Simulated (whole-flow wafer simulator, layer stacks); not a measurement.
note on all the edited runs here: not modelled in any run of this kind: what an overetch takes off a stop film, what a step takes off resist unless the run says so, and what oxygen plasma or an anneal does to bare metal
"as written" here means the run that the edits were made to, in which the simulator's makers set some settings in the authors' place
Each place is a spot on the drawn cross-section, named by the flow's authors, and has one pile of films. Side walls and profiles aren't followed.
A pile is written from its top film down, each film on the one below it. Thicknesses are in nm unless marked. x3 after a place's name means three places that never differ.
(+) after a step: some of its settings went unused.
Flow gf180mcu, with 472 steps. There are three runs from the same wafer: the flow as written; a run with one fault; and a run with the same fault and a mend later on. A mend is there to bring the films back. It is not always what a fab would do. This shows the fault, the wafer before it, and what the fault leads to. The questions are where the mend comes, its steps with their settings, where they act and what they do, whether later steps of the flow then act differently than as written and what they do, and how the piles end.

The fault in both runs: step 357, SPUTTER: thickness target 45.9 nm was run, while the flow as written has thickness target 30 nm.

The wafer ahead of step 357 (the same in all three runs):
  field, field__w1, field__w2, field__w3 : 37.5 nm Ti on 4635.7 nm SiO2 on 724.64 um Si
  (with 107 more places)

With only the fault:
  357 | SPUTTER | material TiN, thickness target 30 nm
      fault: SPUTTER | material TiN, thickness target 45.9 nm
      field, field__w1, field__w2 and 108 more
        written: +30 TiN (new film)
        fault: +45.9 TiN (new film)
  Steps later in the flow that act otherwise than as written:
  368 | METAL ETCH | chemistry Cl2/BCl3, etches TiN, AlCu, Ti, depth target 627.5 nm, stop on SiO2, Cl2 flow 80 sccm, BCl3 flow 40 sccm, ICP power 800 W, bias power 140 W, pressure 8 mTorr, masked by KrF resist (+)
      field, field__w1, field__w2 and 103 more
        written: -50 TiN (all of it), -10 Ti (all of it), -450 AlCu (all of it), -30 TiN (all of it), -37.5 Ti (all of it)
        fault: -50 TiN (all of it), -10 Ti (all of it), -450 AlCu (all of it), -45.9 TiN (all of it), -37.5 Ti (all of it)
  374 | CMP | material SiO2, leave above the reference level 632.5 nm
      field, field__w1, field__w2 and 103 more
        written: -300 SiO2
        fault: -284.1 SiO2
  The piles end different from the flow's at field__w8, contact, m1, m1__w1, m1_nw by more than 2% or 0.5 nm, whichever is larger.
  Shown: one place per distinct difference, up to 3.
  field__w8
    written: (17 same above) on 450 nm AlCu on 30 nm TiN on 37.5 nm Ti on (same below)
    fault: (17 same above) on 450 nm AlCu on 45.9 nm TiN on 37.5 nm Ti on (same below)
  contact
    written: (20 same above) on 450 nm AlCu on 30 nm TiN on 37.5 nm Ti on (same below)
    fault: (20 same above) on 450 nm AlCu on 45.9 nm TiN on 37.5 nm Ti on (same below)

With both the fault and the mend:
  The mend follows step 357.
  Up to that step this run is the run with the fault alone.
  357a | METAL ETCH | chemistry Cl2/BCl3, etches TiN, AlCu, Ti, depth target 15.9 nm, Cl2 flow 80 sccm, BCl3 flow 40 sccm, ICP power 800 W, bias power 140 W, pressure 8 mTorr (the flow's step 260, run once more with other settings)
      field, field__w1, field__w2 and 108 more
        -15.9 TiN
  Every later step of the flow that is run acts as written at every place that is followed.
  By the end, the piles equal the flow's at every place that both follow.
